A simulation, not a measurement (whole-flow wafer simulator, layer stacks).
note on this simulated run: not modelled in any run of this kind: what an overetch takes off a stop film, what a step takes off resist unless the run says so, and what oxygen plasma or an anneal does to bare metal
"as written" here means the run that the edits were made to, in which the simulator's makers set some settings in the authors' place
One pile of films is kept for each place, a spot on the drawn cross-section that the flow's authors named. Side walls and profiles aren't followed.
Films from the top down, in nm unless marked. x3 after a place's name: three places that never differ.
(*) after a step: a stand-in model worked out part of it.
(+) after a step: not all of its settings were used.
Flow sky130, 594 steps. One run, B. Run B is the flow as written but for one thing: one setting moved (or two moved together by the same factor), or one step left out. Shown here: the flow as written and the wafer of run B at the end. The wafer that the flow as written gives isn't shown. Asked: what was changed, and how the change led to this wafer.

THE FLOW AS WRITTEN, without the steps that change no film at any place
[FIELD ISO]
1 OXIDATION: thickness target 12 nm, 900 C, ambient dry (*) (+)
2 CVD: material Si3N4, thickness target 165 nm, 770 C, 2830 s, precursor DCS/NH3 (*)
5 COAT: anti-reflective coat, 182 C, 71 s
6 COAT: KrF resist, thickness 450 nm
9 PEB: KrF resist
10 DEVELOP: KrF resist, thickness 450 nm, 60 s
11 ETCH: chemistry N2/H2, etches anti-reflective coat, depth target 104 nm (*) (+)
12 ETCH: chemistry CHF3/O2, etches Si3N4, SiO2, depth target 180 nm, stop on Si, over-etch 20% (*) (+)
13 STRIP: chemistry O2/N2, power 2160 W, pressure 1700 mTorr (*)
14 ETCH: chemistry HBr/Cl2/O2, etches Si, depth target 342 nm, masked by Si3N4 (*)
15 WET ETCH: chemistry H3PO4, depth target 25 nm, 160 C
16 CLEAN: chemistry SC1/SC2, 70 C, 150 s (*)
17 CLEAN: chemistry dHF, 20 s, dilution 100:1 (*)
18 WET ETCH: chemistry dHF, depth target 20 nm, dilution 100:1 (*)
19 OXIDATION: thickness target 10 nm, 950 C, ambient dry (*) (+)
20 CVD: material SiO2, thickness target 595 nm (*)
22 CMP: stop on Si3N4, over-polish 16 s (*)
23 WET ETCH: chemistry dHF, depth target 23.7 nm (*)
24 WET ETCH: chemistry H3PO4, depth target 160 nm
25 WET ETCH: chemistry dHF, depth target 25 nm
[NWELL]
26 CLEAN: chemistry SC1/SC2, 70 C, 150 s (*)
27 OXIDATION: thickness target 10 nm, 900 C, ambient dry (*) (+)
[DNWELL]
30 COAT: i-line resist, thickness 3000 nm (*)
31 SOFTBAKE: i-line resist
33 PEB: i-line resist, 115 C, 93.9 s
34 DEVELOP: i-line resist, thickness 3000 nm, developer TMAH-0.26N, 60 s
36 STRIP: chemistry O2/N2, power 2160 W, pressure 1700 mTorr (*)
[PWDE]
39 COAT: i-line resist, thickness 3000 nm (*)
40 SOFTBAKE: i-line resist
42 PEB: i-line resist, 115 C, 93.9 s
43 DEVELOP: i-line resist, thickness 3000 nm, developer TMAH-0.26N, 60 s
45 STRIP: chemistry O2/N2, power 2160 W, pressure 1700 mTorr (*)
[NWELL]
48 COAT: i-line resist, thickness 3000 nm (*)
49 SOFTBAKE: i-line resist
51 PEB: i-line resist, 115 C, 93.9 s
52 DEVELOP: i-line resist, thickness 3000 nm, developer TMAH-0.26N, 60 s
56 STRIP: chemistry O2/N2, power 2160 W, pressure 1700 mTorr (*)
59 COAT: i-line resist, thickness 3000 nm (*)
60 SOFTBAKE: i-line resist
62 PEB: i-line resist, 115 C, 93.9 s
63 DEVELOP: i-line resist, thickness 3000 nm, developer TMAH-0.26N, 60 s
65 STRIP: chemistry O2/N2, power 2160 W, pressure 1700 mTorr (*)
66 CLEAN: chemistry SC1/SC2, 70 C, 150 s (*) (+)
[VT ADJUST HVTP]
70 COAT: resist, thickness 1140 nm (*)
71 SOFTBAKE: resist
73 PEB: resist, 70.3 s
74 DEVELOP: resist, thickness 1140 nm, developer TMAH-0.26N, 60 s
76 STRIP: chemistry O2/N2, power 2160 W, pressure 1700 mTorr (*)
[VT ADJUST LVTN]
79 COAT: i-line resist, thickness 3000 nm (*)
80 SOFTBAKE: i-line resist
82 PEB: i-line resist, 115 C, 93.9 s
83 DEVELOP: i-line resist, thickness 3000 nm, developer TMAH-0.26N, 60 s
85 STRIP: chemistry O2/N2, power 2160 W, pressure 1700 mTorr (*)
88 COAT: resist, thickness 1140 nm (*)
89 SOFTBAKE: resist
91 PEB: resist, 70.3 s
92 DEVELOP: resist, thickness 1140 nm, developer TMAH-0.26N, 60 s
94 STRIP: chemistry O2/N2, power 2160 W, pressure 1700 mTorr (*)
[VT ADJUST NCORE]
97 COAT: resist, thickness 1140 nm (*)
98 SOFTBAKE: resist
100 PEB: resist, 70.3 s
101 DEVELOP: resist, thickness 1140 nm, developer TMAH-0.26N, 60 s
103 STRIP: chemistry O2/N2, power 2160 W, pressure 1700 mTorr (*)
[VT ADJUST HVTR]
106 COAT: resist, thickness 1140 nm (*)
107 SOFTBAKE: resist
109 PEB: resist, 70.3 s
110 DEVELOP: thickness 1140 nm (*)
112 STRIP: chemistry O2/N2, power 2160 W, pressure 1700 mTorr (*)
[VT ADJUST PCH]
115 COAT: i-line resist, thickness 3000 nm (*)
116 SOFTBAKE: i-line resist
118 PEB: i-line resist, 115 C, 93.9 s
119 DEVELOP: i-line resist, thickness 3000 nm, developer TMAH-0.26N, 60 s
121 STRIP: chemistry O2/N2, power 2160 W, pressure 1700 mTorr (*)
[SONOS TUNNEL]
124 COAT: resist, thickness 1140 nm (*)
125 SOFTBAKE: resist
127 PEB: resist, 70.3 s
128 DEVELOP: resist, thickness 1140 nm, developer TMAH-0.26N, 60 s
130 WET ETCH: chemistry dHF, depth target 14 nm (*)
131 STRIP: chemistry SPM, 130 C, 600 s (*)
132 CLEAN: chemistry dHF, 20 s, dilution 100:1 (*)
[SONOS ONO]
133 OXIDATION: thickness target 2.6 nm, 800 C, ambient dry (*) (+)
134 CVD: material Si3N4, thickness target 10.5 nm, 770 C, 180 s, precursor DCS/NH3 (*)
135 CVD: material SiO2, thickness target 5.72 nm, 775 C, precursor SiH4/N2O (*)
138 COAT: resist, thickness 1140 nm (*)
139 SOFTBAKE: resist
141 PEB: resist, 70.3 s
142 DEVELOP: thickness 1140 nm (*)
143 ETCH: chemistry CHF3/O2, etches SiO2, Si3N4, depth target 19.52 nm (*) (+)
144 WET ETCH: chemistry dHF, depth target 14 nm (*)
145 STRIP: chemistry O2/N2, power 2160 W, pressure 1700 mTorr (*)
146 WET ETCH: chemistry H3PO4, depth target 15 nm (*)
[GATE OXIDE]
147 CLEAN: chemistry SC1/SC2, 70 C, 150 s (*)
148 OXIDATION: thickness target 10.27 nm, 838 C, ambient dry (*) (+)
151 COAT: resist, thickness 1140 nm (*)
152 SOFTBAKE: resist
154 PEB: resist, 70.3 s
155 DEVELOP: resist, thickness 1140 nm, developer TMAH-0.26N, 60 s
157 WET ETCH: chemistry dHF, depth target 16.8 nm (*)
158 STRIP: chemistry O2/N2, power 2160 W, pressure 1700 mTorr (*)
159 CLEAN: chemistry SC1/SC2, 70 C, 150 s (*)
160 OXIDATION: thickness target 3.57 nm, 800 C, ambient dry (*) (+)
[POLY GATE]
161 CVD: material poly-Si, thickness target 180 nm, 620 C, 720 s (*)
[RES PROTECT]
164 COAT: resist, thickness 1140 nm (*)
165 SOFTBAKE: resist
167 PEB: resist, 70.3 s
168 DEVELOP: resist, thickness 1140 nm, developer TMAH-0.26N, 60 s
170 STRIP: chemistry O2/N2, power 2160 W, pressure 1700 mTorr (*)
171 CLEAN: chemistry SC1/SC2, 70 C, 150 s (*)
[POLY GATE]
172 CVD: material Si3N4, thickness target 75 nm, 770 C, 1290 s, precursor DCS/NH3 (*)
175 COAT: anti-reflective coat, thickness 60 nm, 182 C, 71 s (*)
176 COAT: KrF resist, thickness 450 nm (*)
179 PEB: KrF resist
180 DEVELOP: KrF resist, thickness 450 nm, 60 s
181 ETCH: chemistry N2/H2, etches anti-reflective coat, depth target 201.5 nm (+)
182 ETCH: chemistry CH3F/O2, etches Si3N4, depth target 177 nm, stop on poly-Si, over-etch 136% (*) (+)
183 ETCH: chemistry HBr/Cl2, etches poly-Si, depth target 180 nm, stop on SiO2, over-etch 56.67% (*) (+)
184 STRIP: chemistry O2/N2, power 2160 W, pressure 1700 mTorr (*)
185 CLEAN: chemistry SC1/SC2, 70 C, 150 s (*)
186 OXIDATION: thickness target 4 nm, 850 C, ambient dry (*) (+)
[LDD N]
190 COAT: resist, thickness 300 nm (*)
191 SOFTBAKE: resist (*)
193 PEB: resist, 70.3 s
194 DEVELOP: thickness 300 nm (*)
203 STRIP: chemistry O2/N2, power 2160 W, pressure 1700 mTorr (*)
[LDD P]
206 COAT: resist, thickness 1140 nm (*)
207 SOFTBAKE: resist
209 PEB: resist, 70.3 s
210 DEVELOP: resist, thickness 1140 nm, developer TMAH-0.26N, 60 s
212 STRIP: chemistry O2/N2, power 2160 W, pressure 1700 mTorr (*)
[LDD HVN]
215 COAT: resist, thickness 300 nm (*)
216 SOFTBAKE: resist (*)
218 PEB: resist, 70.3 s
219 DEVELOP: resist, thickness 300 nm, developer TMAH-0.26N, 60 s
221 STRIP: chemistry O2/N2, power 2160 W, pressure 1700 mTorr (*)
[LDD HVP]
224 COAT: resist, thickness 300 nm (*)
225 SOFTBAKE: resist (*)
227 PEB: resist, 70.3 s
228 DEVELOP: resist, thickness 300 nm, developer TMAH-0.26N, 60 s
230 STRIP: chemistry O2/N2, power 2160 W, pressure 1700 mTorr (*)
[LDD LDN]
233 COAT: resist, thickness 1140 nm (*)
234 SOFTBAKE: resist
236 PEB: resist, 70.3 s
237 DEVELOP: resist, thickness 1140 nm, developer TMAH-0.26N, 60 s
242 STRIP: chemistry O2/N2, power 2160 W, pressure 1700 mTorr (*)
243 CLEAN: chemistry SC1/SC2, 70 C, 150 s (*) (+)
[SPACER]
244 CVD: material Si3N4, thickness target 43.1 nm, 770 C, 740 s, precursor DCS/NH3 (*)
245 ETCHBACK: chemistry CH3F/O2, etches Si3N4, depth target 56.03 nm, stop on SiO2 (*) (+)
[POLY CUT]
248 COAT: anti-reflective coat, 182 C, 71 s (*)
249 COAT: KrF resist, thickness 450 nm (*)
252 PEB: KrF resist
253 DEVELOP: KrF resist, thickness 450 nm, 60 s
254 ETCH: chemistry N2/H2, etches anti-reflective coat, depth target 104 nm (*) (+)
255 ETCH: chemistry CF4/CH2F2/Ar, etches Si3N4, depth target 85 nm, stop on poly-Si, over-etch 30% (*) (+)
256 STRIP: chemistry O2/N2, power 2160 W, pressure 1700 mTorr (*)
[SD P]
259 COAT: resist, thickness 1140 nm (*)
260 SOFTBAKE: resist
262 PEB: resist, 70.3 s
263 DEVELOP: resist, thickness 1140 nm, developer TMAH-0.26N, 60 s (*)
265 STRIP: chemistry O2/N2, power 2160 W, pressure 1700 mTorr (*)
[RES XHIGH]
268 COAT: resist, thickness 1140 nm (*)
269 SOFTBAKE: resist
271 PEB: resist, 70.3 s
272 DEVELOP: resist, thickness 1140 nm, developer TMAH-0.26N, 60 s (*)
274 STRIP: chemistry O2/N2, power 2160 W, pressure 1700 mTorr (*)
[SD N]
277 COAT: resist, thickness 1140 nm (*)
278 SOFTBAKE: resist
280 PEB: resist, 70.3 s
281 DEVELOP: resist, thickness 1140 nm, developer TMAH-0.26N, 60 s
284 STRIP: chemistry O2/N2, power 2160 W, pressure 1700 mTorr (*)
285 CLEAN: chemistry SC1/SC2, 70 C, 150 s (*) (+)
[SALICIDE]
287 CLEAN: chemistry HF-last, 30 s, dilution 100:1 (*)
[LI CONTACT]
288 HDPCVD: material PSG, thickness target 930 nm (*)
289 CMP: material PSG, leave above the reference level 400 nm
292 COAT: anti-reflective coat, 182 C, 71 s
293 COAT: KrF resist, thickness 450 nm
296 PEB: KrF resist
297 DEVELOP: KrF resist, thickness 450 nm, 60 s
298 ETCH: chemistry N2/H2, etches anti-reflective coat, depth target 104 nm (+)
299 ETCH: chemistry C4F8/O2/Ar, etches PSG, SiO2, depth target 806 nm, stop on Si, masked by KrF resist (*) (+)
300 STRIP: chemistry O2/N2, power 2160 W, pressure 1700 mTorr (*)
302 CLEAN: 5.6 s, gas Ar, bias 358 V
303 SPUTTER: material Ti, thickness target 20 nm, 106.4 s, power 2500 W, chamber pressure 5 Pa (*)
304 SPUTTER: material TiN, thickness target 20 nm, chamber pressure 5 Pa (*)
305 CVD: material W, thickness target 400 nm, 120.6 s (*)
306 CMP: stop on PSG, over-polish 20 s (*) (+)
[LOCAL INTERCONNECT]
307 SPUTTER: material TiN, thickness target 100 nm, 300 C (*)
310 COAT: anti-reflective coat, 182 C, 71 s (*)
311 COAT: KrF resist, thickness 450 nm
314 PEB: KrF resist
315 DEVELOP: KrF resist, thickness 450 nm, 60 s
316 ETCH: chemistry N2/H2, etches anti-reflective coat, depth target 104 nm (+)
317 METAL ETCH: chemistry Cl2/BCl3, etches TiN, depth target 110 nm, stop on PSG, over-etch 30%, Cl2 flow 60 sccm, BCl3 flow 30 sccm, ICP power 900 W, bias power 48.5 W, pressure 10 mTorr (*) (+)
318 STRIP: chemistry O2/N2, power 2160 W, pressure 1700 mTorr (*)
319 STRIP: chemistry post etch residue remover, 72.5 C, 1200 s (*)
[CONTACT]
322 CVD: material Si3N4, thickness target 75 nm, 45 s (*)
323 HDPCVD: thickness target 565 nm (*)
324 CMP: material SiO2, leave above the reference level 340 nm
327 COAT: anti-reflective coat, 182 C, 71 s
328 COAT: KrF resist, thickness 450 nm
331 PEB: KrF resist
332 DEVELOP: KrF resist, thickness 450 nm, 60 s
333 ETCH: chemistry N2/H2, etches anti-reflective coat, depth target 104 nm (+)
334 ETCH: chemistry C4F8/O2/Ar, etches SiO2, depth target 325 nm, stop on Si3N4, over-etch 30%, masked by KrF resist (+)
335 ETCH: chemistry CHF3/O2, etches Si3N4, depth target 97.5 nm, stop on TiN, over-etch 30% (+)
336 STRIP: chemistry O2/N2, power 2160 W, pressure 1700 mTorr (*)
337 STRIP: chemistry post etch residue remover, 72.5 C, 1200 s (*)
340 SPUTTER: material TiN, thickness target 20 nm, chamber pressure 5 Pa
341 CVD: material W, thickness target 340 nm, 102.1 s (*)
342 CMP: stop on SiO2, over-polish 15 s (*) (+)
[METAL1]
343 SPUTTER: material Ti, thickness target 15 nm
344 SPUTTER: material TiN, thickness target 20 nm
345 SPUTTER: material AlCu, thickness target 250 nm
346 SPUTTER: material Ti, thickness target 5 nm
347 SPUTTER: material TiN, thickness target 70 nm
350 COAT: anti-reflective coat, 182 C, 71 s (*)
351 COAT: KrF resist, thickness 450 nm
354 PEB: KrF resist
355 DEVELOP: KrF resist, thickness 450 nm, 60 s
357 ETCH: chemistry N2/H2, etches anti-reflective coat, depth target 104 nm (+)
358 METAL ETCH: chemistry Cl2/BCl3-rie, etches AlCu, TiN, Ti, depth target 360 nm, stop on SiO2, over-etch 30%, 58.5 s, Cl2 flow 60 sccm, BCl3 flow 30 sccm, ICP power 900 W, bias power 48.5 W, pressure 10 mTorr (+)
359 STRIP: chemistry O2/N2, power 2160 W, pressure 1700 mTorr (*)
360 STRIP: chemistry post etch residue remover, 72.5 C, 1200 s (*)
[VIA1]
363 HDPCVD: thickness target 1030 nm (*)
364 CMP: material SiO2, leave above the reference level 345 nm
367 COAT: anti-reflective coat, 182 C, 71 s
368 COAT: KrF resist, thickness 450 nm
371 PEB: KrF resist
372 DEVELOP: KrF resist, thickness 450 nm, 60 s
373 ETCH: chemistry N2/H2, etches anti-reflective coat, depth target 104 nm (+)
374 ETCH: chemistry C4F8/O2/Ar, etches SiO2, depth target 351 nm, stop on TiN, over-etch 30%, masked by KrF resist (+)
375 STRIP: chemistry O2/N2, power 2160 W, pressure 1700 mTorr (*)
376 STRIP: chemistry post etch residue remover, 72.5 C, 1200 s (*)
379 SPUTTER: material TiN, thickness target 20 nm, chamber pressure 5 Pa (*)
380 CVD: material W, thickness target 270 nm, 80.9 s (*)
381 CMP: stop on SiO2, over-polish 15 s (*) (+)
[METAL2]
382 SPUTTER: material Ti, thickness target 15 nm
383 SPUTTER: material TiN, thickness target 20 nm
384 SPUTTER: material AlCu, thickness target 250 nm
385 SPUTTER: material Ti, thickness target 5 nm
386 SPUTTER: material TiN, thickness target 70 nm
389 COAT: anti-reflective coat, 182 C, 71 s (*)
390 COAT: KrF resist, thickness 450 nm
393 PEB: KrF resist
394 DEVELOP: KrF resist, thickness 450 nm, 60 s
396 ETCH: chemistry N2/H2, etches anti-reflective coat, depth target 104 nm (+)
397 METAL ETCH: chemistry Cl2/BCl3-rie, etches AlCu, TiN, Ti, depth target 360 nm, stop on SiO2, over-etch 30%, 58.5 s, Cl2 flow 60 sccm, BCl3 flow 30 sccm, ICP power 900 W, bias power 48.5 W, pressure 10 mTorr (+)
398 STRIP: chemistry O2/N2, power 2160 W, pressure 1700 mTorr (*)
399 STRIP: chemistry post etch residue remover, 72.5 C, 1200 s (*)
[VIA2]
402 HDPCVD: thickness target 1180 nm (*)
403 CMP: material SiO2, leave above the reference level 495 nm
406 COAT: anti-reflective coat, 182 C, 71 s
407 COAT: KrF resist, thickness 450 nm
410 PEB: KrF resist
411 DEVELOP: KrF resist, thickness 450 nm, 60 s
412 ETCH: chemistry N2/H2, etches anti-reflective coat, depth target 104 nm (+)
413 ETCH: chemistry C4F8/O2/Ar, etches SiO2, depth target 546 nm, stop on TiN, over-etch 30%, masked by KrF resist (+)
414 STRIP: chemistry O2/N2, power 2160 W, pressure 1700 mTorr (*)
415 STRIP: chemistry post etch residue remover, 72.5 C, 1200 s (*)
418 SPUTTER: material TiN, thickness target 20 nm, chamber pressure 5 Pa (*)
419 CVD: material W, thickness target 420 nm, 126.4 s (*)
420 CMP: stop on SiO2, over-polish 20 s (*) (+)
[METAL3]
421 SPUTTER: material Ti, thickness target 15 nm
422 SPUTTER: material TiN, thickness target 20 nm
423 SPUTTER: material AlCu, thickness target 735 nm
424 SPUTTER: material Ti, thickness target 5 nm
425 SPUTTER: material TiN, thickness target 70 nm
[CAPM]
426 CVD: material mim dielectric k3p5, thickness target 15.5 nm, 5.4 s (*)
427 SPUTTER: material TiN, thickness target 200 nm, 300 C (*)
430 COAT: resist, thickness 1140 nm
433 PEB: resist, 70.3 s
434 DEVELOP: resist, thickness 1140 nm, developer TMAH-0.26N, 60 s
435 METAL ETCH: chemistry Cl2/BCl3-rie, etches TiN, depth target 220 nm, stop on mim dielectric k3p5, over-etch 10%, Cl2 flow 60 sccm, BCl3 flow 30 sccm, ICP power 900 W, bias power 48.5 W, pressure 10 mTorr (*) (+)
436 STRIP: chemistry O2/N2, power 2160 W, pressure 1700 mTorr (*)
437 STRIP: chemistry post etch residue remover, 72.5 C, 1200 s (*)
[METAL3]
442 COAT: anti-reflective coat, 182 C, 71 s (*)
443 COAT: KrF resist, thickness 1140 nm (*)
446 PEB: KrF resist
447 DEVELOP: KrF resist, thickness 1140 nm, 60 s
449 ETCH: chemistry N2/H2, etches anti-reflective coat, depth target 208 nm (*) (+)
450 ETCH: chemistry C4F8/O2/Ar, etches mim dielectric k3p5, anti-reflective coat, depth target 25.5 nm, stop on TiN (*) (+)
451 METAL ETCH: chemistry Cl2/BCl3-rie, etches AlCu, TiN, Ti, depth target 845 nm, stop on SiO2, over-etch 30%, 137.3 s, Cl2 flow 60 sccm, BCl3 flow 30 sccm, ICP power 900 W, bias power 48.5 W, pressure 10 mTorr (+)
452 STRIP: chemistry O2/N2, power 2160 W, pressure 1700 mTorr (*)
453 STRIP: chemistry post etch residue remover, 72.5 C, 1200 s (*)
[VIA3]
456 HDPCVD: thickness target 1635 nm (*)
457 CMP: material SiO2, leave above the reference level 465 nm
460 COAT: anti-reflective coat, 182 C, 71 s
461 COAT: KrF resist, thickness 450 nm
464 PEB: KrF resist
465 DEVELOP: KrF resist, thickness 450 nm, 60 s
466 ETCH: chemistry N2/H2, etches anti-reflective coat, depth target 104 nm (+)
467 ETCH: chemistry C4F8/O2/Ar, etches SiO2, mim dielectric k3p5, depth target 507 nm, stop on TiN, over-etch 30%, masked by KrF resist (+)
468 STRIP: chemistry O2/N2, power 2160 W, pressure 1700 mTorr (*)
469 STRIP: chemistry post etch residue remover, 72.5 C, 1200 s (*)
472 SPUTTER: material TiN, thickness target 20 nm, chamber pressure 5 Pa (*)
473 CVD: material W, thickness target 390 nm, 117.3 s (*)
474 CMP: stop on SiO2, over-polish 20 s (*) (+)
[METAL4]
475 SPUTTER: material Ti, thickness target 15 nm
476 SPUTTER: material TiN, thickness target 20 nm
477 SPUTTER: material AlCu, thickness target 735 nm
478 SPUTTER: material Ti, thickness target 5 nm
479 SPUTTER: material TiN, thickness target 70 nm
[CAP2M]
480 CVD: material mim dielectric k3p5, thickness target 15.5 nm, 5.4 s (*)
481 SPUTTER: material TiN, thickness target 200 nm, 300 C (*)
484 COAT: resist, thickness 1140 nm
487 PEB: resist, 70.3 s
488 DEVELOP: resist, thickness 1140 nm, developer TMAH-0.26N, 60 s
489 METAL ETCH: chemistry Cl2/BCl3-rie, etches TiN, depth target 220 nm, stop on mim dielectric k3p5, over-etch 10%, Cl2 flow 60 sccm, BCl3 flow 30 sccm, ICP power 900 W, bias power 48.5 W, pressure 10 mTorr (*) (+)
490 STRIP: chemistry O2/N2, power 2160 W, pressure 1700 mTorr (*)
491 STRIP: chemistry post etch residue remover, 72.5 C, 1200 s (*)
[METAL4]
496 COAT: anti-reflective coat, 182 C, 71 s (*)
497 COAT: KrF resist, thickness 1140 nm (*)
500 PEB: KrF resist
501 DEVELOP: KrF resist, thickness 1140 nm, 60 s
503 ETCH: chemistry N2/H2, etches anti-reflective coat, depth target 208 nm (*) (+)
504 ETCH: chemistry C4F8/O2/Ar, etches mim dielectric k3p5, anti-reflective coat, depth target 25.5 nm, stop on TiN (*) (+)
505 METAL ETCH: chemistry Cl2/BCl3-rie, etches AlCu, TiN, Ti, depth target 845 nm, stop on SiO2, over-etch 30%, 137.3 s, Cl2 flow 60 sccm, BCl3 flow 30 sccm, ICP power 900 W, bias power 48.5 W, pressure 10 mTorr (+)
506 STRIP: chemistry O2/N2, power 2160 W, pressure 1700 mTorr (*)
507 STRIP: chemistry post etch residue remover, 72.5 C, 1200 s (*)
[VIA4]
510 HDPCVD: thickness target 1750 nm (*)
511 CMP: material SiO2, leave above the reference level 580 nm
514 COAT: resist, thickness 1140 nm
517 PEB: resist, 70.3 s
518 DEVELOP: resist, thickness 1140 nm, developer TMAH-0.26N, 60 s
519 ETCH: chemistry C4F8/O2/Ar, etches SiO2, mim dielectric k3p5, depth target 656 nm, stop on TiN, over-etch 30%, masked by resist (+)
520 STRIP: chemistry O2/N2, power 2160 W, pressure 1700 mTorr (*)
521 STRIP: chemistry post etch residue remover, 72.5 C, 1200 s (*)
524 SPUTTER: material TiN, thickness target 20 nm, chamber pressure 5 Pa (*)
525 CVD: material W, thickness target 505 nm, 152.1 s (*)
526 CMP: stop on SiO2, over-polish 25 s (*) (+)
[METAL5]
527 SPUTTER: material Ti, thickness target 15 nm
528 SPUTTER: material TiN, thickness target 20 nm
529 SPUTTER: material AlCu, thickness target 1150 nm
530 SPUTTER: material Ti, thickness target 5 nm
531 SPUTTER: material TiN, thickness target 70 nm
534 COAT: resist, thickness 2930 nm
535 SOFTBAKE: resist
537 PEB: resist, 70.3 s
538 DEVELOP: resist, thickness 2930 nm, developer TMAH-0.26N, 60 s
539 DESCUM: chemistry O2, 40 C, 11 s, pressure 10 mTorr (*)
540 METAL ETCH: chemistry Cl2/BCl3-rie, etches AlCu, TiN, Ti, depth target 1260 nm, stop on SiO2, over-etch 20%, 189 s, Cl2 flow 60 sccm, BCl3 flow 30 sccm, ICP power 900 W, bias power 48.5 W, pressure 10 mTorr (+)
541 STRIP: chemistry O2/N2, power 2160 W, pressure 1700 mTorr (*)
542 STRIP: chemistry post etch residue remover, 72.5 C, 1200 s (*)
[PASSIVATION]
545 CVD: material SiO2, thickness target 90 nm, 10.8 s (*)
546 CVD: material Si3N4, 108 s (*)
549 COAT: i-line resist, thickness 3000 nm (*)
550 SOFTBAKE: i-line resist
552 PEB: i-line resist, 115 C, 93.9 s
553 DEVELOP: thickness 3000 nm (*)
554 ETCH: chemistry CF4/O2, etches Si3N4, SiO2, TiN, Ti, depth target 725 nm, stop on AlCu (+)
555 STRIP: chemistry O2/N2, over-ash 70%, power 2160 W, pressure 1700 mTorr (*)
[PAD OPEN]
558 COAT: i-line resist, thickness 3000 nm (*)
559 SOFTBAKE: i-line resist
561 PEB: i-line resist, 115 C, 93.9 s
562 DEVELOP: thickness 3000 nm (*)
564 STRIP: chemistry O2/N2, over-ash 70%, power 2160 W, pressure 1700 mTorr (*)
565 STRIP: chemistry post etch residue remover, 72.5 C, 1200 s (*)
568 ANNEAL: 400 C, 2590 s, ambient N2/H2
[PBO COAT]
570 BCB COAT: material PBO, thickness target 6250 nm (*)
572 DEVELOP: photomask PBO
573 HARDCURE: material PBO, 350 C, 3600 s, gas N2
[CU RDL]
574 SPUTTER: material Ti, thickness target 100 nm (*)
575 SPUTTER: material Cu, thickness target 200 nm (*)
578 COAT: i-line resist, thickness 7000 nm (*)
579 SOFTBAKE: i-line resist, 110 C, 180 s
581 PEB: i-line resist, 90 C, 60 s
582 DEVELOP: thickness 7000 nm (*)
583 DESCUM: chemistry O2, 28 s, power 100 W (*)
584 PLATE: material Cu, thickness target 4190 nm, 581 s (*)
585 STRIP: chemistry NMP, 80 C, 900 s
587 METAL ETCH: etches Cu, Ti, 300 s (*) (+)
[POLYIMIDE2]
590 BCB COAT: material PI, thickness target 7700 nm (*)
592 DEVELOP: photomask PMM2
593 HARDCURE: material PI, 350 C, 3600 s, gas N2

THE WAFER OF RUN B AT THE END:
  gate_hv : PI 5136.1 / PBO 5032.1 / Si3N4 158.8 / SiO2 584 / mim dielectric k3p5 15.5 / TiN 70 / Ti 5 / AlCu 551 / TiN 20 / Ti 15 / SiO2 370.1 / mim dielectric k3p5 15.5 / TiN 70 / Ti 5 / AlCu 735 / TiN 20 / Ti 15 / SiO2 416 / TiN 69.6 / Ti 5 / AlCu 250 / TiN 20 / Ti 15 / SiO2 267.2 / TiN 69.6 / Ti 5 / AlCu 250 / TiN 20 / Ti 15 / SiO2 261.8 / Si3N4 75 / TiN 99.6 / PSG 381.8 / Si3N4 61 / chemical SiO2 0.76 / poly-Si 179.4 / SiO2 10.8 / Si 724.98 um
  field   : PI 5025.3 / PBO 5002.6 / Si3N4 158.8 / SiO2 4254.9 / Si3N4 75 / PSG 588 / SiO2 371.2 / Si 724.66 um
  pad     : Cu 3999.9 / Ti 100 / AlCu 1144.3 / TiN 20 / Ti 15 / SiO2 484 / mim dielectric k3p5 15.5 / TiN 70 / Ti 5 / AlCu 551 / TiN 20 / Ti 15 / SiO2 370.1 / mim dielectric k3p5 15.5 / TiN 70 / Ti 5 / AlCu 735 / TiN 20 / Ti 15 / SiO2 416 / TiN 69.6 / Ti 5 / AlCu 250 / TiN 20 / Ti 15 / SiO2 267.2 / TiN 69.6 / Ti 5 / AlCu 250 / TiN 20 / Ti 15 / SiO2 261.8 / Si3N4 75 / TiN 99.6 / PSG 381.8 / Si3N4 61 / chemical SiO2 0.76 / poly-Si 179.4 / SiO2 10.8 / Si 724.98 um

The cause: step 477, SPUTTER: thickness target 551 nm was run, where the flow has thickness target 735 nm.
It can be read off the wafer: gate_hv has AlCu 551, and step 477 as written asks for 735 nm.

How the change led to this, step by step:
  477 SPUTTER: material AlCu, thickness target 735 nm
      field, active, n_well and 189 more: AlCu +551 (new film) (as written it would be: AlCu +735 (new film))
  505 METAL ETCH: chemistry Cl2/BCl3-rie, etches AlCu, TiN, Ti, depth target 845 nm, stop on SiO2, over-etch 30%, 137.3 s, Cl2 flow 60 sccm, BCl3 flow 30 sccm, ICP power 900 W, bias power 48.5 W, pressure 10 mTorr (+)
      field, gate, spacer and 68 more: TiN -70 (all of it), Ti -5 (all of it), AlCu -551 (all of it), TiN -20 (all of it), Ti -15 (all of it), SiO2 -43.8 (as written it would be: TiN -70 (all of it), Ti -5 (all of it), AlCu -735 (all of it), TiN -20 (all of it), Ti -15 (all of it), SiO2 -25.4)
      active, vpp_iso1, mim_edge_plate and 14 more: TiN -70 (all of it), Ti -5 (all of it), AlCu -551 (all of it), TiN -20 (all of it), Ti -15 (all of it), SiO2 -43.8 (as written it would be: TiN -70 (all of it), Ti -5 (all of it), AlCu -735 (all of it), TiN -20 (all of it), Ti -15 (all of it), SiO2 -25.3)
  511 CMP: material SiO2, leave above the reference level 580 nm
      field, active, gate and 77 more: SiO2 -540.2 (as written it would be: SiO2 -374.7)
      iso_guard__w1, mim_edge_gap, vpp_m3ln, via2_enc: SiO2 -540.3 (as written it would be: SiO2 -374.6)
      (and at 4 more places)
